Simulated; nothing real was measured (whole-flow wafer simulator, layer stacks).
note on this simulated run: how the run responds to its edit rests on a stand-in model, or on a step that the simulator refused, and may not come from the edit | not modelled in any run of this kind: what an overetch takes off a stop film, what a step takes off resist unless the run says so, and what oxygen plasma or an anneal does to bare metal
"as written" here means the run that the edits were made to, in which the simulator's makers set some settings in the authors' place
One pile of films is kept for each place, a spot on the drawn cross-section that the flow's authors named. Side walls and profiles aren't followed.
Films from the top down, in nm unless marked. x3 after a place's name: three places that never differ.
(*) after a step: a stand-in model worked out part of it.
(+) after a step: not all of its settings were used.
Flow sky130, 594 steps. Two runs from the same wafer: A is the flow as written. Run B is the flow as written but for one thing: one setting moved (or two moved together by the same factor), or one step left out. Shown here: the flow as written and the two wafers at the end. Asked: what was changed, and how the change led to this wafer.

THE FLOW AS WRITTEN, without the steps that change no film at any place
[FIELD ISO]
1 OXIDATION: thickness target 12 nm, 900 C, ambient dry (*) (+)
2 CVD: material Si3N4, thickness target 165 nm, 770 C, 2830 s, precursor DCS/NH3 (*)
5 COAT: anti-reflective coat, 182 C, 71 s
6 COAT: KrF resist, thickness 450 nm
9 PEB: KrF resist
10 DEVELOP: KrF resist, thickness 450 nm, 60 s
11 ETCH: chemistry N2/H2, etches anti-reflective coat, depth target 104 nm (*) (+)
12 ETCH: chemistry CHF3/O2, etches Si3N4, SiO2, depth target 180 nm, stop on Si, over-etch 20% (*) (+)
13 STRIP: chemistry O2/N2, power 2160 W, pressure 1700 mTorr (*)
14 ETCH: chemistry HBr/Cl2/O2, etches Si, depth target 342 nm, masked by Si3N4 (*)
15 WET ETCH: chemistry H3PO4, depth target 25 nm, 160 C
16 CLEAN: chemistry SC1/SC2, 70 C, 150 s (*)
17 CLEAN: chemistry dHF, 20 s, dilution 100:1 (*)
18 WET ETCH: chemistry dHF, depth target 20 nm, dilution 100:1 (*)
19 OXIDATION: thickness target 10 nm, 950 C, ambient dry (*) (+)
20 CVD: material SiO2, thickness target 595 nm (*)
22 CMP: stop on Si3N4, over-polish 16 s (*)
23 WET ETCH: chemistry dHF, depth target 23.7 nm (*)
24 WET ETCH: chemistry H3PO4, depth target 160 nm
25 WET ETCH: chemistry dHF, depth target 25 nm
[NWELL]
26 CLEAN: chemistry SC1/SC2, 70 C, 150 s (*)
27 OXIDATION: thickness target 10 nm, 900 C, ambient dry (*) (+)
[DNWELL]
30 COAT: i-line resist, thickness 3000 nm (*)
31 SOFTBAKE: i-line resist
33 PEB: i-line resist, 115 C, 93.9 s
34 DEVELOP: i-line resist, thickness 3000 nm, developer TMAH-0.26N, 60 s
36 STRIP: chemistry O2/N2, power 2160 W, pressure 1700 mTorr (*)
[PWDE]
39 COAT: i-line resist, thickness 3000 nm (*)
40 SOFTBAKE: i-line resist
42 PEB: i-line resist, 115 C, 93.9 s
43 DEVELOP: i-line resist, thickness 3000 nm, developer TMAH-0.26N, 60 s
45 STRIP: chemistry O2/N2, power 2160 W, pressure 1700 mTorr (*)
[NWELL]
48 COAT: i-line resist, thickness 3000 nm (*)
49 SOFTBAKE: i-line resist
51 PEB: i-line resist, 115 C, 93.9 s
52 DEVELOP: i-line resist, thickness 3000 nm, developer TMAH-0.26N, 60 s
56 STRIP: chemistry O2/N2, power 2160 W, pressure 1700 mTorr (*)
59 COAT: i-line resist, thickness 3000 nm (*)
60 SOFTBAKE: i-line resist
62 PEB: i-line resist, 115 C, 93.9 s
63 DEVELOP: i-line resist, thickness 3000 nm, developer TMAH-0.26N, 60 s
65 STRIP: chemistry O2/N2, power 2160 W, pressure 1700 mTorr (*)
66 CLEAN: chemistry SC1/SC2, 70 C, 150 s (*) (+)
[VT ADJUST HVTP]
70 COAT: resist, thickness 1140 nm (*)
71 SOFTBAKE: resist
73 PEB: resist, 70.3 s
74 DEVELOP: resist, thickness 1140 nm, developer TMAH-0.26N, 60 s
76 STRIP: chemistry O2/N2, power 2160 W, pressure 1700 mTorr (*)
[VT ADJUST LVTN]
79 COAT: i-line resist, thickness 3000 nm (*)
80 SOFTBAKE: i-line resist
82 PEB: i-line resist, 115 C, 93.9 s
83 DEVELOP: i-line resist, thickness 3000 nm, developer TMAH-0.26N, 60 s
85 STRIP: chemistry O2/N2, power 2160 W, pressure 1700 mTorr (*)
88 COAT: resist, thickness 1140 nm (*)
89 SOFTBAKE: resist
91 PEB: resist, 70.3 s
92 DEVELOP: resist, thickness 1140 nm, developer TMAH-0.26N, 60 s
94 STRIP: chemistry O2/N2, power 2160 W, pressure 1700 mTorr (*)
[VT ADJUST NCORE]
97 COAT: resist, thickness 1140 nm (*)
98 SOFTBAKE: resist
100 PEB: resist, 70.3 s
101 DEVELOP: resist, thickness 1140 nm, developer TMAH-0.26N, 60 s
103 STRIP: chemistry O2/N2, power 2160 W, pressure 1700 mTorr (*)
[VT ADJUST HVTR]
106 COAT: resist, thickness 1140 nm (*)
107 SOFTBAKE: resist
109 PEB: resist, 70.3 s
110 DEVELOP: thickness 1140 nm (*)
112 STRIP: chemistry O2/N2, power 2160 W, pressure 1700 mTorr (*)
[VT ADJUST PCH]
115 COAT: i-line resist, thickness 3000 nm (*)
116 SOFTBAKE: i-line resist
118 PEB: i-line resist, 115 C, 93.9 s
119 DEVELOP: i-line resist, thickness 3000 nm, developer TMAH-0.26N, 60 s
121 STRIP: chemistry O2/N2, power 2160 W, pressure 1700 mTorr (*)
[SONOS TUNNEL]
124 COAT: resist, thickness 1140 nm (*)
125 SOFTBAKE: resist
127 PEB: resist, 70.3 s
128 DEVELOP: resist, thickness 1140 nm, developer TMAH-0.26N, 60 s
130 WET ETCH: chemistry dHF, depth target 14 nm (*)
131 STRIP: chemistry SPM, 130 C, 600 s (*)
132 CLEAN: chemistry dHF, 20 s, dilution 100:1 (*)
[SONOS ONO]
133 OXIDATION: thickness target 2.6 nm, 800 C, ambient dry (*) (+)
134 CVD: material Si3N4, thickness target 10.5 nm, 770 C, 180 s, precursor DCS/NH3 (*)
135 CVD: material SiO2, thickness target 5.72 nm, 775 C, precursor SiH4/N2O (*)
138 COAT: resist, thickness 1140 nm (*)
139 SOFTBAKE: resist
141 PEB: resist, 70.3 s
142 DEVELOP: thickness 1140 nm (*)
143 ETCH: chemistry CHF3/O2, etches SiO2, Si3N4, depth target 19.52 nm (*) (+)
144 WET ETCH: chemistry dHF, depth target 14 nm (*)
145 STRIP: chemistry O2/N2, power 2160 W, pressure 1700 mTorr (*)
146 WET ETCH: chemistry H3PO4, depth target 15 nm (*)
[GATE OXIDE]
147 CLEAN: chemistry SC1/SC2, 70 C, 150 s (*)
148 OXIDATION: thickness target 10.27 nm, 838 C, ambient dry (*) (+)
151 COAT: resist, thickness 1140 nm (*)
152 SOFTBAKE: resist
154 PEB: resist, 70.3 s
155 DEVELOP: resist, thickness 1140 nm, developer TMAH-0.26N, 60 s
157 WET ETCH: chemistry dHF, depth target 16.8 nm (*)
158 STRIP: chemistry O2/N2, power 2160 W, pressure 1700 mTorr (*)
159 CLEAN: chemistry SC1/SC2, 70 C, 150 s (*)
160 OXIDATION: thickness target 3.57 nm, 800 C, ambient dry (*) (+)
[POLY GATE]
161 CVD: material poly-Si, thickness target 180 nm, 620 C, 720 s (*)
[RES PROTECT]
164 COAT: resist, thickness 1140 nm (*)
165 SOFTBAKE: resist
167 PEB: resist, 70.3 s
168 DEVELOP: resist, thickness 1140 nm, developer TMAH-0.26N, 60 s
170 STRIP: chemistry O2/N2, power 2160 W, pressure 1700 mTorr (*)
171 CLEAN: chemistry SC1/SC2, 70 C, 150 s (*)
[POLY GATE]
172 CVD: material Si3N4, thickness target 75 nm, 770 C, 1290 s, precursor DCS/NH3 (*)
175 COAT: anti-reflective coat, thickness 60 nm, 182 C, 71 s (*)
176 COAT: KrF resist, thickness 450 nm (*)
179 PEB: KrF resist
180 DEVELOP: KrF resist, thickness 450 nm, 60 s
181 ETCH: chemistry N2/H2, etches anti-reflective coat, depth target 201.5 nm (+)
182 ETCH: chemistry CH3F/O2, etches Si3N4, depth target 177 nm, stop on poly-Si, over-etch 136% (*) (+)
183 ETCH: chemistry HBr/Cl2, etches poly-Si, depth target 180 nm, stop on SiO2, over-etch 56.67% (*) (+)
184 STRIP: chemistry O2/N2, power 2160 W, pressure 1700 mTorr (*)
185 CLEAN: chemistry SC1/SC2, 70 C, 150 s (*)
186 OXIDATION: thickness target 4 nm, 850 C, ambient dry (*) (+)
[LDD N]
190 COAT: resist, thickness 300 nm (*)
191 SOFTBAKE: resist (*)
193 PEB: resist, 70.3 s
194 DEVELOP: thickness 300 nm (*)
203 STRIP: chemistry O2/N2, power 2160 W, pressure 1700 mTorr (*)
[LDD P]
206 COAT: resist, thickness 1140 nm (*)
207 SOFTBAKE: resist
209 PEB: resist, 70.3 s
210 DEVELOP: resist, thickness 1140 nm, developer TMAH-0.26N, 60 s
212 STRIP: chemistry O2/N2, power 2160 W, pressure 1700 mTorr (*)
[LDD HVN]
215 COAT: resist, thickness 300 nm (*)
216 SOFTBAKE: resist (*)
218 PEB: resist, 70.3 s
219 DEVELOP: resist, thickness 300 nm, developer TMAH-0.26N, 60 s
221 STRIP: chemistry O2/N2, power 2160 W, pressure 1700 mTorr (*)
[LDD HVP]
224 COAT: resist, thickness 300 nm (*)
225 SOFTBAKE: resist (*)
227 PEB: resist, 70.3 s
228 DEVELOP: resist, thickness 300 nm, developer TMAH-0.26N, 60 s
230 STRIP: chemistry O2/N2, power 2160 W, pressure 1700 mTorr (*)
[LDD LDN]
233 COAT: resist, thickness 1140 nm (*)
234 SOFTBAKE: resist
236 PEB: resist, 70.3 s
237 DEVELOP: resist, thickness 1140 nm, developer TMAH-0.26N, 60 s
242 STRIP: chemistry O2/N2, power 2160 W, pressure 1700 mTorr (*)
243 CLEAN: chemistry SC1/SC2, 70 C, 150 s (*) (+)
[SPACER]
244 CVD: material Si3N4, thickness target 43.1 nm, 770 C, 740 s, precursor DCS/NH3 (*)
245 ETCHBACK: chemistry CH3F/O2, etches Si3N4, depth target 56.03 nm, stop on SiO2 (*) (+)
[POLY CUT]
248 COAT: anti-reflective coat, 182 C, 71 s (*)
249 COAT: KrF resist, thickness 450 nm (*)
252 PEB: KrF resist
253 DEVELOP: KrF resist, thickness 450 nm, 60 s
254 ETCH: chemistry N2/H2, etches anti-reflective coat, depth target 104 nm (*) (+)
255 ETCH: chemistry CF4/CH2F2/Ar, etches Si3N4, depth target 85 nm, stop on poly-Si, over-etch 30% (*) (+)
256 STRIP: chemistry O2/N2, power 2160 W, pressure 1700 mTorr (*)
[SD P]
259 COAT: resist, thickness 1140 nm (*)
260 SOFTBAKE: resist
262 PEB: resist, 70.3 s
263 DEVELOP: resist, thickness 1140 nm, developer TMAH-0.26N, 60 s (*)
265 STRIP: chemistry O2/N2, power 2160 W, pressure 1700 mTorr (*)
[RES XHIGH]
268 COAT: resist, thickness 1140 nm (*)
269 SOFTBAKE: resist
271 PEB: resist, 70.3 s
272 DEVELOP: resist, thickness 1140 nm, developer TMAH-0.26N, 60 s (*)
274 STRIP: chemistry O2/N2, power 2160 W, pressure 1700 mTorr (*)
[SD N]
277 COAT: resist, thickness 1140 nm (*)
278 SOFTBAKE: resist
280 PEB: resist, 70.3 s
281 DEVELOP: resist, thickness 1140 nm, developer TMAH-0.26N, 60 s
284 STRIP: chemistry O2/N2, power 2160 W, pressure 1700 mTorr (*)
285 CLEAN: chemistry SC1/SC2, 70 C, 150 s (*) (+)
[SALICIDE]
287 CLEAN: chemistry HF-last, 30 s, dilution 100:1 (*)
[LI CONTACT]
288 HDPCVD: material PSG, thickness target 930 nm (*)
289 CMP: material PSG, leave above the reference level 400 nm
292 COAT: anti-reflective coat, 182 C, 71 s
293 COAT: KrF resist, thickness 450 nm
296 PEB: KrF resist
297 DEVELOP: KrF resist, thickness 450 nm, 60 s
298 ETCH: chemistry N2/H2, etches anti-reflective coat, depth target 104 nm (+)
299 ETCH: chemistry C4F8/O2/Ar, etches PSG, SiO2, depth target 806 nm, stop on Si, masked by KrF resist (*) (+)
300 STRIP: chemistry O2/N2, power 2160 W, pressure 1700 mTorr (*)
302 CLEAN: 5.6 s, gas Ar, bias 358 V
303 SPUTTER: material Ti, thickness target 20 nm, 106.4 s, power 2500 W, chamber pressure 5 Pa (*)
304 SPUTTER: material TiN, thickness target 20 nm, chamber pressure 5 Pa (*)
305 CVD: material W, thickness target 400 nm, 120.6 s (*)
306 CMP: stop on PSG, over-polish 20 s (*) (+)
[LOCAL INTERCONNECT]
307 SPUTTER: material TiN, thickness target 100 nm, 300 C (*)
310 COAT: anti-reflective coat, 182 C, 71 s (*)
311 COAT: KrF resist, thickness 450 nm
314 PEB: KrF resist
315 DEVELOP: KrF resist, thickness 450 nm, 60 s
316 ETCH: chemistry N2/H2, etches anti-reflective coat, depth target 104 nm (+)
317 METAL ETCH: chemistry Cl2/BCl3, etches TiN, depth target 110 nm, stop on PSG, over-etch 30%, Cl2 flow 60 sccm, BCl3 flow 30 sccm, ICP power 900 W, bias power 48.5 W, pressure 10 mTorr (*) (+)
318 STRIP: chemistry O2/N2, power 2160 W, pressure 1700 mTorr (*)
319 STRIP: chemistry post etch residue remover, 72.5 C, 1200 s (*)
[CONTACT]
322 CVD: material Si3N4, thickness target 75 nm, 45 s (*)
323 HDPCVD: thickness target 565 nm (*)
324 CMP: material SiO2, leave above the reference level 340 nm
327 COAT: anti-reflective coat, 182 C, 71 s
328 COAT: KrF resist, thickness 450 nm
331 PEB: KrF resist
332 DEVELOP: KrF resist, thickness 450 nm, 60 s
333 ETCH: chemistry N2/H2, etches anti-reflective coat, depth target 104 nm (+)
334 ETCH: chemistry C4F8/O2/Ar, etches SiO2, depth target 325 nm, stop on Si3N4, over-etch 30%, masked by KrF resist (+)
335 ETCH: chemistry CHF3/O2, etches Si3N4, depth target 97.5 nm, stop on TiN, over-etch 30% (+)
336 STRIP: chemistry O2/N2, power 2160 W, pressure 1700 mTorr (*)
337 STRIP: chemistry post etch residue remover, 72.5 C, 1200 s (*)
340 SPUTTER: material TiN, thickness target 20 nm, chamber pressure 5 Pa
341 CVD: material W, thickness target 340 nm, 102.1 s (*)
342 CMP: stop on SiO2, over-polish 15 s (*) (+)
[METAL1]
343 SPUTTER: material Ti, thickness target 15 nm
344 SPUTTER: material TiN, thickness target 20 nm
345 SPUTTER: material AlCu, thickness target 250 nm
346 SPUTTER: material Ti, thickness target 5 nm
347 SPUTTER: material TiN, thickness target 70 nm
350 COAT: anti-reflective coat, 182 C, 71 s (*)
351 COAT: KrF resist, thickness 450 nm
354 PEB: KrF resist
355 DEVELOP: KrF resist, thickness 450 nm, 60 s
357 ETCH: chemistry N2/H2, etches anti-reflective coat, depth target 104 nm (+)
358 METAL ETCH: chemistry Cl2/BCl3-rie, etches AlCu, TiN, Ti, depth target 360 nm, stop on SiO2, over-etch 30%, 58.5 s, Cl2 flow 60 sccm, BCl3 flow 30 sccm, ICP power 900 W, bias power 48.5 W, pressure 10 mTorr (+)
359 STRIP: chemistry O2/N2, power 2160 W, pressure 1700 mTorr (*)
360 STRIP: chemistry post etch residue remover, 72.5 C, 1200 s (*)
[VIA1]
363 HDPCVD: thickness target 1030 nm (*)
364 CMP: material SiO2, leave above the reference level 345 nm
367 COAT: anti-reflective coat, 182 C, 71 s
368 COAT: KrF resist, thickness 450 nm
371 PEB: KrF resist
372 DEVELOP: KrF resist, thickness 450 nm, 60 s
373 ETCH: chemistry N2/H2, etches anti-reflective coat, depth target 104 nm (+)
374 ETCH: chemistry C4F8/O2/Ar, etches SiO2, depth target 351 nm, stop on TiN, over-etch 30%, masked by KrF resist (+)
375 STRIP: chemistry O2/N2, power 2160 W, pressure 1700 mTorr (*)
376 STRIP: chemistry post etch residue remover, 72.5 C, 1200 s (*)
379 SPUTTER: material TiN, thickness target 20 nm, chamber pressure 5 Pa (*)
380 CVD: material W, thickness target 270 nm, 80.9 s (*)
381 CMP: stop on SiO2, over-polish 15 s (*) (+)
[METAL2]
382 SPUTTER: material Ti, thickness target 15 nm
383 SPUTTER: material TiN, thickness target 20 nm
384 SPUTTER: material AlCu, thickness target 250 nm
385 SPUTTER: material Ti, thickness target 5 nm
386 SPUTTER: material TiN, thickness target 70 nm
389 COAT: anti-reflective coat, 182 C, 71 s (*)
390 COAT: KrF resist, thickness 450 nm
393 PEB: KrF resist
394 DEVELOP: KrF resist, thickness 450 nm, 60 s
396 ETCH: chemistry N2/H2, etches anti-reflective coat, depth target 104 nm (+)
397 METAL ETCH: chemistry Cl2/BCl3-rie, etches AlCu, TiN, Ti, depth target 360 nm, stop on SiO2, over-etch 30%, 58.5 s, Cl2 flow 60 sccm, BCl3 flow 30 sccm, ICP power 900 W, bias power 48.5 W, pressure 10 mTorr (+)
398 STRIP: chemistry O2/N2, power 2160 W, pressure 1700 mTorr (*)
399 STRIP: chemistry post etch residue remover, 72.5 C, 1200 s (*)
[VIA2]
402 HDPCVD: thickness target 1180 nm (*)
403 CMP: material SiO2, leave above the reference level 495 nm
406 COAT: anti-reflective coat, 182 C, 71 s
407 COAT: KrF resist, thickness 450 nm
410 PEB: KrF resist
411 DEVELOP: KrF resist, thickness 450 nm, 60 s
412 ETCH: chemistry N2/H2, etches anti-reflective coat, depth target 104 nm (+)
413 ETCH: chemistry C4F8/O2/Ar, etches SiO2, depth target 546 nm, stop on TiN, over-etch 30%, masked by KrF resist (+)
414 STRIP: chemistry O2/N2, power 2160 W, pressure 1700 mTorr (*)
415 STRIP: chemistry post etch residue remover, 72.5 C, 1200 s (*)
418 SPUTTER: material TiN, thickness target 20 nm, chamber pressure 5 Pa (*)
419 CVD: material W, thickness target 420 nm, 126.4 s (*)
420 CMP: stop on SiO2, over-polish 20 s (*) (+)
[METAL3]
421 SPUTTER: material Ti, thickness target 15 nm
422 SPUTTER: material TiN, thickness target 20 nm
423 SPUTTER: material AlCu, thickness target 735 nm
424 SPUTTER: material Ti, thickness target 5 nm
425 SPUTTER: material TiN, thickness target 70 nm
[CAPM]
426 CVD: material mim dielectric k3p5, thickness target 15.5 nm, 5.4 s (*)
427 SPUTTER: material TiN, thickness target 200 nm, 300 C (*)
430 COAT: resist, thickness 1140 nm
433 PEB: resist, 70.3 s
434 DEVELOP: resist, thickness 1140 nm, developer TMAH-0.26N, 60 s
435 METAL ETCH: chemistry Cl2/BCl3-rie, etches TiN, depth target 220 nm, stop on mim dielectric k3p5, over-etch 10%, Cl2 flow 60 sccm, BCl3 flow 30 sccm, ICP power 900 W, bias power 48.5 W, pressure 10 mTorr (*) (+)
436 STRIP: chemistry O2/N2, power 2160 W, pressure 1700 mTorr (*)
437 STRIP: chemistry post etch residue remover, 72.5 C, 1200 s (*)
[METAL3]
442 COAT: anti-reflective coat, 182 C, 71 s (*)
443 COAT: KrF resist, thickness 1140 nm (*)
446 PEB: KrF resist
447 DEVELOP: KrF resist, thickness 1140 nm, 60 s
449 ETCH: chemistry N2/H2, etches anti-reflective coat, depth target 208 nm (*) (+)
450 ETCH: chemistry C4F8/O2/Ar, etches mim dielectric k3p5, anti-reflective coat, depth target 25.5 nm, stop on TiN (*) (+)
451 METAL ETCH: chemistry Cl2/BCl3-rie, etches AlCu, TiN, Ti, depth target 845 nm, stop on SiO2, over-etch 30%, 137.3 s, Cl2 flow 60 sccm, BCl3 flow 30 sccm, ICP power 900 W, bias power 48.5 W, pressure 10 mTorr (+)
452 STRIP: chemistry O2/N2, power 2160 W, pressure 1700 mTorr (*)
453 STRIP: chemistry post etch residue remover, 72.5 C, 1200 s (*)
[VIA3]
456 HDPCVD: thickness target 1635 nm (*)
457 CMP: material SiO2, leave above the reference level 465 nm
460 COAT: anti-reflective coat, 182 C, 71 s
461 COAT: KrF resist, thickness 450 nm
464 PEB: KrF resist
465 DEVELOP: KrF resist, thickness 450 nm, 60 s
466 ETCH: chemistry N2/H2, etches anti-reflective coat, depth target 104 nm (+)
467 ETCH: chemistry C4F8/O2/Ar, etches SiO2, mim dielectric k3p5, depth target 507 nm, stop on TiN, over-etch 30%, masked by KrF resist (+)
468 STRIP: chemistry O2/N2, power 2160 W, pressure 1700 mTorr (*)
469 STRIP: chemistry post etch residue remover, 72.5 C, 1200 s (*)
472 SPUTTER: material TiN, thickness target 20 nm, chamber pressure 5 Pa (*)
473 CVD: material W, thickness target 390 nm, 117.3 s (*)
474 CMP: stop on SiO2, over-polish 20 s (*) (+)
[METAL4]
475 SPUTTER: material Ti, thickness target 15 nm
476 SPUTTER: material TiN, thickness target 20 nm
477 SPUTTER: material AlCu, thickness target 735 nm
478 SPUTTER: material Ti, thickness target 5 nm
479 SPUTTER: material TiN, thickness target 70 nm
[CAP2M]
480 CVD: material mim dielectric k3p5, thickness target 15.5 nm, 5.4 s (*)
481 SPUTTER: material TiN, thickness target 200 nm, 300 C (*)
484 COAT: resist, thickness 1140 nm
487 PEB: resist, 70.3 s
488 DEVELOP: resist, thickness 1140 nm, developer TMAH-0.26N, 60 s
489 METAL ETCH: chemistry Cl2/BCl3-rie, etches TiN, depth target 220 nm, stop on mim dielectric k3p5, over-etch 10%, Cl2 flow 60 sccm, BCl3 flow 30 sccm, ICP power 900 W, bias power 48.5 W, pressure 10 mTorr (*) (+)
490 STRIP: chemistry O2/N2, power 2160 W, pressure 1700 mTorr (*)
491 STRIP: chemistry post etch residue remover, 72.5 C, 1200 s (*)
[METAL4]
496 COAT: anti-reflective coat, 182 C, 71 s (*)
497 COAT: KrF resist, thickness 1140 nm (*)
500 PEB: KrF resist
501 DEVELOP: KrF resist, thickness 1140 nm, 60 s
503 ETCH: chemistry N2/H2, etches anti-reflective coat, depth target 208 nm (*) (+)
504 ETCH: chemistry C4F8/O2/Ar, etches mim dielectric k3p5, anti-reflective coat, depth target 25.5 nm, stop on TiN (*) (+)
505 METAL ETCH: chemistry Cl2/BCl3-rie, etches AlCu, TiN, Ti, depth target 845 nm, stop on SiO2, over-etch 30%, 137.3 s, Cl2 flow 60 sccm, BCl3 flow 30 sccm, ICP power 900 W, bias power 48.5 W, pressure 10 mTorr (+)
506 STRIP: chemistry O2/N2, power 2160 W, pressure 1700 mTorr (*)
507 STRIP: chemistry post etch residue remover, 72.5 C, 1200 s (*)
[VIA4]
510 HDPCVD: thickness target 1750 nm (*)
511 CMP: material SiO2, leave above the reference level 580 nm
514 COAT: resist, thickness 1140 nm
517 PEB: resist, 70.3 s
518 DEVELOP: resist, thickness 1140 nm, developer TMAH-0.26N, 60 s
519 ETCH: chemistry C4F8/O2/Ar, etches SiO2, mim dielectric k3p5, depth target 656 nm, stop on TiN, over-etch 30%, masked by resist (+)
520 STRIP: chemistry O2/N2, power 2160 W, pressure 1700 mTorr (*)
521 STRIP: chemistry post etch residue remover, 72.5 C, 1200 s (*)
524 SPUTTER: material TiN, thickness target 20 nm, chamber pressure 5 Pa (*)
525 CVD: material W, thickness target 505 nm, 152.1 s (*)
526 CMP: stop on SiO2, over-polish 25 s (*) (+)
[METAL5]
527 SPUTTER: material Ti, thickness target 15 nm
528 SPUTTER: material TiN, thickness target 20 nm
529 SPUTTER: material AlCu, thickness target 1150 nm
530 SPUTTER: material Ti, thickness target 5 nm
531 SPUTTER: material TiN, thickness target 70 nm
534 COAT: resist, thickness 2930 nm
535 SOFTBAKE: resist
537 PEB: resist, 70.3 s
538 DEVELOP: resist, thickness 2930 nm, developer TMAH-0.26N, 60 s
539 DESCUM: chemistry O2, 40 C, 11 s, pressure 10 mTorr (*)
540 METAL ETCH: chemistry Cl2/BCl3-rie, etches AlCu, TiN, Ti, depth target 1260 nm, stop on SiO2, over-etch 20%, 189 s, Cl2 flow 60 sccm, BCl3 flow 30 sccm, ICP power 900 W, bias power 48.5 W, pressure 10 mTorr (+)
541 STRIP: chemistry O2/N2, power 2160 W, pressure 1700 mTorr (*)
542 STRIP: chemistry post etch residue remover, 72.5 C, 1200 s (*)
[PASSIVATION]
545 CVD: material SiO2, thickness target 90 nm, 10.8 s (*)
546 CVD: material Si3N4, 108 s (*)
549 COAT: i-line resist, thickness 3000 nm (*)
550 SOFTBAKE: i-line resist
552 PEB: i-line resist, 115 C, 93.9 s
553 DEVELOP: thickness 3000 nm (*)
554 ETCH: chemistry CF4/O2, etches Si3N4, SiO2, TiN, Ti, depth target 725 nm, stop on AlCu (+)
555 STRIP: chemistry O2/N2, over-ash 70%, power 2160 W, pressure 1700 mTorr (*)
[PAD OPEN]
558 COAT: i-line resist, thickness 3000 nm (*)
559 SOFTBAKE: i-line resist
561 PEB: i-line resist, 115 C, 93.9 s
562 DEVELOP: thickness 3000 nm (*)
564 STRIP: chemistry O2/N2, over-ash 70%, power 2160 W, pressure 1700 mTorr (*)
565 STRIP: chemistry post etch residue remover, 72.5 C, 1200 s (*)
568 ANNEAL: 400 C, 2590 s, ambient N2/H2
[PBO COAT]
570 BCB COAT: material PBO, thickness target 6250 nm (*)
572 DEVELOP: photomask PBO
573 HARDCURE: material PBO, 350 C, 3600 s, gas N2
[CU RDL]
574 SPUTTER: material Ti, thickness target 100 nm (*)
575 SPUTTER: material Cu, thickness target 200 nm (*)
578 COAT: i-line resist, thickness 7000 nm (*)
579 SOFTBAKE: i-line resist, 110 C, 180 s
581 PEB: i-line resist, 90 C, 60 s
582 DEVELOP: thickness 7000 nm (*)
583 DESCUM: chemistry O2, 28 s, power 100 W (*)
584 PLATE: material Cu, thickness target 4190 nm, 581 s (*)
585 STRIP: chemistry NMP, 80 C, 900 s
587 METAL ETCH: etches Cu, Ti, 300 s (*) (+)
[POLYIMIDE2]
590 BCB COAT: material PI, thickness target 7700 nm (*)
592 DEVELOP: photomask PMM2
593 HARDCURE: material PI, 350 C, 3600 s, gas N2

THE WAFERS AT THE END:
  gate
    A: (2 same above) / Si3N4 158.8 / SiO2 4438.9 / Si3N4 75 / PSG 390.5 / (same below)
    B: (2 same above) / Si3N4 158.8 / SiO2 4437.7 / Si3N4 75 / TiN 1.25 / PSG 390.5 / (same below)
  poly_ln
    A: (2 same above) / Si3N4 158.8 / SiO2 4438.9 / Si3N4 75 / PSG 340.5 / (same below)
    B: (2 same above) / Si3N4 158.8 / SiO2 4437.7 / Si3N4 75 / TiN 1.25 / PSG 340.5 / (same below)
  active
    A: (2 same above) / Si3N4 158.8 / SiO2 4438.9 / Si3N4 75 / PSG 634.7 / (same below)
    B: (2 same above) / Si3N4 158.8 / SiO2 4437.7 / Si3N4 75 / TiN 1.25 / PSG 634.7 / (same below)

The cause: step 316, ETCH: depth target 71.8 nm was run, where the flow has depth target 104 nm.

How the change led to this, step by step:
  316 ETCH: chemistry N2/H2, etches anti-reflective coat, depth target 104 nm (+)
      field, active, gate and 87 more: A anti-reflective coat -80 (all of it), TiN -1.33 | B anti-reflective coat -71.8
      rpo_hd: A anti-reflective coat -80 (all of it), TiN -1.34 | B anti-reflective coat -71.8
      (and at 100 more places)
  317 METAL ETCH: chemistry Cl2/BCl3, etches TiN, depth target 110 nm, stop on PSG, over-etch 30%, Cl2 flow 60 sccm, BCl3 flow 30 sccm, ICP power 900 W, bias power 48.5 W, pressure 10 mTorr (*) (+)
      field, active, gate and 84 more: A TiN -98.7 (all of it) | B anti-reflective coat -8.2 (all of it), TiN -98.3
      rpo_hd, rpm_encl, rpm_encl_psd, iso_guard_nsd_tip: A TiN -98.7 (all of it) | B anti-reflective coat -8.17 (all of it), TiN -98.4
  318 STRIP: chemistry O2/N2, power 2160 W, pressure 1700 mTorr (*)
      n_well, p_well, gate_hv and 93 more: A KrF resist -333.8 (all of it), anti-reflective coat -80 (all of it) | B KrF resist -351.7 (all of it), anti-reflective coat -80 (all of it)
      poly_licon, ndiff_licon, ndiff_licon_cpp, rpo_hd_licon: A KrF resist -333.9 (all of it), anti-reflective coat -80.5 (all of it) | B KrF resist -351.8 (all of it), anti-reflective coat -80.5 (all of it)
Counting metal films that touch as one body, gate has 1 body; the flow as written gives 0 bodies.
Counting metal films that touch as one body, poly_ln has 1 body; the flow as written gives 0 bodies.
Counting metal films that touch as one body, active has 1 body; the flow as written gives 0 bodies.
